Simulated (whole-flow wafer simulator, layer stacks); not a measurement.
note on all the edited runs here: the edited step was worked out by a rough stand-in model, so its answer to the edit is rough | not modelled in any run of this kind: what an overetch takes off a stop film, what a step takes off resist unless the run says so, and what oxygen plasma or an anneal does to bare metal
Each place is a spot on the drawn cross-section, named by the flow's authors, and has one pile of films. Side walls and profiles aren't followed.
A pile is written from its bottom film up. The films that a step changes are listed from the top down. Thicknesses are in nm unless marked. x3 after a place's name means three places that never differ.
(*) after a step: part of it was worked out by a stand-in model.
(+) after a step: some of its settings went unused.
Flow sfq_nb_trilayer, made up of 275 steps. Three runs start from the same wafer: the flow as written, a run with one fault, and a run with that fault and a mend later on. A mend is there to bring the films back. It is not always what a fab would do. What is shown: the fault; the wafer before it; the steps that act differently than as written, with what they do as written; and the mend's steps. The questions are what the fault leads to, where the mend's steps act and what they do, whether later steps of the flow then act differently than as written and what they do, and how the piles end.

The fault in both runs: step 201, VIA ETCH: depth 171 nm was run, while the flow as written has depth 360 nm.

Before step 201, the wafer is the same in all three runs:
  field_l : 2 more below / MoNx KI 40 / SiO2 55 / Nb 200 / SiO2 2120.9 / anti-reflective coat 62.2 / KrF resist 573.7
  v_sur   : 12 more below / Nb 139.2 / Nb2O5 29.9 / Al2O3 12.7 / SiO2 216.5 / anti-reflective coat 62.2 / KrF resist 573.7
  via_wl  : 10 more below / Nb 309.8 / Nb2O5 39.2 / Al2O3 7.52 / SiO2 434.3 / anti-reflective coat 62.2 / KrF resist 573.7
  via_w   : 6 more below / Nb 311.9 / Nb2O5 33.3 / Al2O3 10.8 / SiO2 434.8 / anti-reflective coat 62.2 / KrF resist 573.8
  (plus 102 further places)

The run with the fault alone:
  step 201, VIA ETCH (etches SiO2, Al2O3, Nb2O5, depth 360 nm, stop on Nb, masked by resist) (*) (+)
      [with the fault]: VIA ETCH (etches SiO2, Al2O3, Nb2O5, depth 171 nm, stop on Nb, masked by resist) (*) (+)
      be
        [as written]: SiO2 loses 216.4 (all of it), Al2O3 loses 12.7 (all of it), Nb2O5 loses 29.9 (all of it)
        [with the fault]: SiO2 loses 171
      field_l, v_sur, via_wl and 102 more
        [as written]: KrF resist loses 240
        [with the fault]: KrF resist loses 114
  Later steps of the flow acting differently than as written (not shown: 7 more steps that differ only slightly, by at most 2% or 0.5 nm, whichever is larger):
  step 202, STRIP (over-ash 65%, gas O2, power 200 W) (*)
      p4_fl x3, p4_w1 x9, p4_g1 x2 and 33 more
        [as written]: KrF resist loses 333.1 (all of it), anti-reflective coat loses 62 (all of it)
        [with the fault]: KrF resist loses 459.1 (all of it), anti-reflective coat loses 62 (all of it)
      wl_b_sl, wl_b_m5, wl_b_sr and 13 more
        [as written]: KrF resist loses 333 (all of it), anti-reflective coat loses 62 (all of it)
        [with the fault]: KrF resist loses 459 (all of it), anti-reflective coat loses 62 (all of it)
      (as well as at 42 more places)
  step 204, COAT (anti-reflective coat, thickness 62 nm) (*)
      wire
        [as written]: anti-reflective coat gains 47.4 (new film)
        [with the fault]: anti-reflective coat gains 49.9 (new film)
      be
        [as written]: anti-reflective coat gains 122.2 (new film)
        [with the fault]: anti-reflective coat gains 109.2 (new film)
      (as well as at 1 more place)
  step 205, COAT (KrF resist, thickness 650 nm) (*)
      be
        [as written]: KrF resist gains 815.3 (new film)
        [with the fault]: KrF resist gains 752.3 (new film)
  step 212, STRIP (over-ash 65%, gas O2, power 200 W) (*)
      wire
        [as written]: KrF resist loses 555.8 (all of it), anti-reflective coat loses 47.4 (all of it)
        [with the fault]: KrF resist loses 560.8 (all of it), anti-reflective coat loses 49.9 (all of it)
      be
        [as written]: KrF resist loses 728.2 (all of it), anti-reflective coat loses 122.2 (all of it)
        [with the fault]: KrF resist loses 665.2 (all of it), anti-reflective coat loses 109.2 (all of it)
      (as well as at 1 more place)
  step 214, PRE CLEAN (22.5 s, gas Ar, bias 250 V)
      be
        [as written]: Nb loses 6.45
        [with the fault]: SiO2 loses 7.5
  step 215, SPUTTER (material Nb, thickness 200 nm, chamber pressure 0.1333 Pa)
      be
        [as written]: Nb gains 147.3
        [with the fault]: Nb gains 167.8 (new film)
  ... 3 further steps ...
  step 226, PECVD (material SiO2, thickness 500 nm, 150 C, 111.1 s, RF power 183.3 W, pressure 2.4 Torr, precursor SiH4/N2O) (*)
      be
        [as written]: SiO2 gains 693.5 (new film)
        [with the fault]: SiO2 gains 586.1 (new film)
  The piles end different from the flow's at be by more than 2% or 0.5 nm, whichever is larger.
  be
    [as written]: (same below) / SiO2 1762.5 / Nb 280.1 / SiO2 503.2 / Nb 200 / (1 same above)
    [with the fault]: (same below) / SiO2 1762.5 / Nb 139.2 / Nb2O5 29.9 / Al2O3 12.7 / SiO2 37.9 / Nb 167.8 / SiO2 395.9 / Nb 200 / (1 same above)

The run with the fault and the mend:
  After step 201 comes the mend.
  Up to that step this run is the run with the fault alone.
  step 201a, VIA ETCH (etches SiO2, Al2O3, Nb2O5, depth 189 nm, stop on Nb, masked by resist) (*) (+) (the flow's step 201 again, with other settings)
      field_l, v_sur, via_wl and 102 more
        KrF resist loses 126
      be
        SiO2 loses 45.4 (all of it), Al2O3 loses 12.7 (all of it), Nb2O5 loses 29.9 (all of it)
  Every later step of the flow that is run acts as written at every place that is followed.
  By the end, the piles equal the flow's at every place that both follow.
